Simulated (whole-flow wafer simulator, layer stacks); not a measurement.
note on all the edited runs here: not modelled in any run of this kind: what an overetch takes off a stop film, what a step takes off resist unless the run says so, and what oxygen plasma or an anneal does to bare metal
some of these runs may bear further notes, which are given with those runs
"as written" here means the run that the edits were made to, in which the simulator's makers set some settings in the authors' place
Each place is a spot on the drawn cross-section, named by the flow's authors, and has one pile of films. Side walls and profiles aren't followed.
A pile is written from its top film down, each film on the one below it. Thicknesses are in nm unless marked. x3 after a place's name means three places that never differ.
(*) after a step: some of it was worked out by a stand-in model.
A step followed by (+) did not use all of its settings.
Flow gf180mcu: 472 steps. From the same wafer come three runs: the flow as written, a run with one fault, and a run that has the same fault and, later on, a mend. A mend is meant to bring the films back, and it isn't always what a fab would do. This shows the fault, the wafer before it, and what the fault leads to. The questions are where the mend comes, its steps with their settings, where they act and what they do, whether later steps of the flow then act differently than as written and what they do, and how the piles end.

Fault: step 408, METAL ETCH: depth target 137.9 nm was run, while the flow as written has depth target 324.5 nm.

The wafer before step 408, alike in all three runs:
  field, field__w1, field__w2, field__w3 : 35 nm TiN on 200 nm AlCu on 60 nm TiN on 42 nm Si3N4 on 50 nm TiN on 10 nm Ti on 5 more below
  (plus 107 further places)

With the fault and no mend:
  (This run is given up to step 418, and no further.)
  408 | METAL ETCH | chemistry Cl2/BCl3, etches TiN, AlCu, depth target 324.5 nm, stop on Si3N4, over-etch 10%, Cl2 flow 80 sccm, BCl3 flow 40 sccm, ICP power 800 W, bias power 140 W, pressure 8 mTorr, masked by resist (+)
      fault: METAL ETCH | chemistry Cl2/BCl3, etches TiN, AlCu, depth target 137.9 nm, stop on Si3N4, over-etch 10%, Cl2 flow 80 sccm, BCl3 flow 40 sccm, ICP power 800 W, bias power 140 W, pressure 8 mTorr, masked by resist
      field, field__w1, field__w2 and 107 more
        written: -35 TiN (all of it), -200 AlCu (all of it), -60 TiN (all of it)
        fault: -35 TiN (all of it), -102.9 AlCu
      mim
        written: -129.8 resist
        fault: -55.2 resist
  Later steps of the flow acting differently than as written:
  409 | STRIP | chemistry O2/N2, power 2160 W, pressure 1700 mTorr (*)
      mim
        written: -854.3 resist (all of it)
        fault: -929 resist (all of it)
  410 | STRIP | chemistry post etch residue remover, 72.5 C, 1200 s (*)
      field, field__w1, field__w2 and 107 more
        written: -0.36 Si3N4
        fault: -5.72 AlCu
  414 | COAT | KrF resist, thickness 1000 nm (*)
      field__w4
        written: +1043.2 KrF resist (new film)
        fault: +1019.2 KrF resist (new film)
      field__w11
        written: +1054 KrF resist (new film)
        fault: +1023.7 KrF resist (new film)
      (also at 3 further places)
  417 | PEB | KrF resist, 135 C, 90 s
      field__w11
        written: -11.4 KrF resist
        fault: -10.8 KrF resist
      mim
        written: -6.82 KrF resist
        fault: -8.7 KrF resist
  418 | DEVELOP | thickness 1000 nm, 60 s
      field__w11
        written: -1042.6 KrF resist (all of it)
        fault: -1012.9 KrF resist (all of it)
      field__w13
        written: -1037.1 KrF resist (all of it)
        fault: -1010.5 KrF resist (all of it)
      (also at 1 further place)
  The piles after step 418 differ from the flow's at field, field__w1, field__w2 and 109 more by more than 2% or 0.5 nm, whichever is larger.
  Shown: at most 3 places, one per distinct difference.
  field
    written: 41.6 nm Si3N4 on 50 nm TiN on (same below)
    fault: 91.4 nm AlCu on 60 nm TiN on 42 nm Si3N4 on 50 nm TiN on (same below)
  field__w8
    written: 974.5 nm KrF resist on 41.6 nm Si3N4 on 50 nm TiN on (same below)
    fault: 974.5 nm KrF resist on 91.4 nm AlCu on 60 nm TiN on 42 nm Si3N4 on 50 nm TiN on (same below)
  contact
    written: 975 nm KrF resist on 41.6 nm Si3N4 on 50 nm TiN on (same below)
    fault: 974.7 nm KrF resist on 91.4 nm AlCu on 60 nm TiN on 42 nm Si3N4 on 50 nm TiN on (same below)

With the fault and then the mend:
  The mend stands after step 408.
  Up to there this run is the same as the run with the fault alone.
  408a | METAL ETCH | chemistry Cl2/BCl3, etches TiN, AlCu, depth target 186.6 nm, stop on Si3N4, over-etch 10%, Cl2 flow 80 sccm, BCl3 flow 40 sccm, ICP power 800 W, bias power 140 W, pressure 8 mTorr, masked by resist (+) (a further turn of the flow's step 408, with different settings)
      field, field__w1, field__w2 and 107 more
        -97.1 AlCu (all of it), -60 TiN (all of it)
      mim
        -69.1 resist
  Later steps of the flow that are run all act as written at every place that is followed, up to a difference of at most 2% or 0.5 nm, whichever is larger.
  By the end, the piles equal the flow's at every place that both follow.
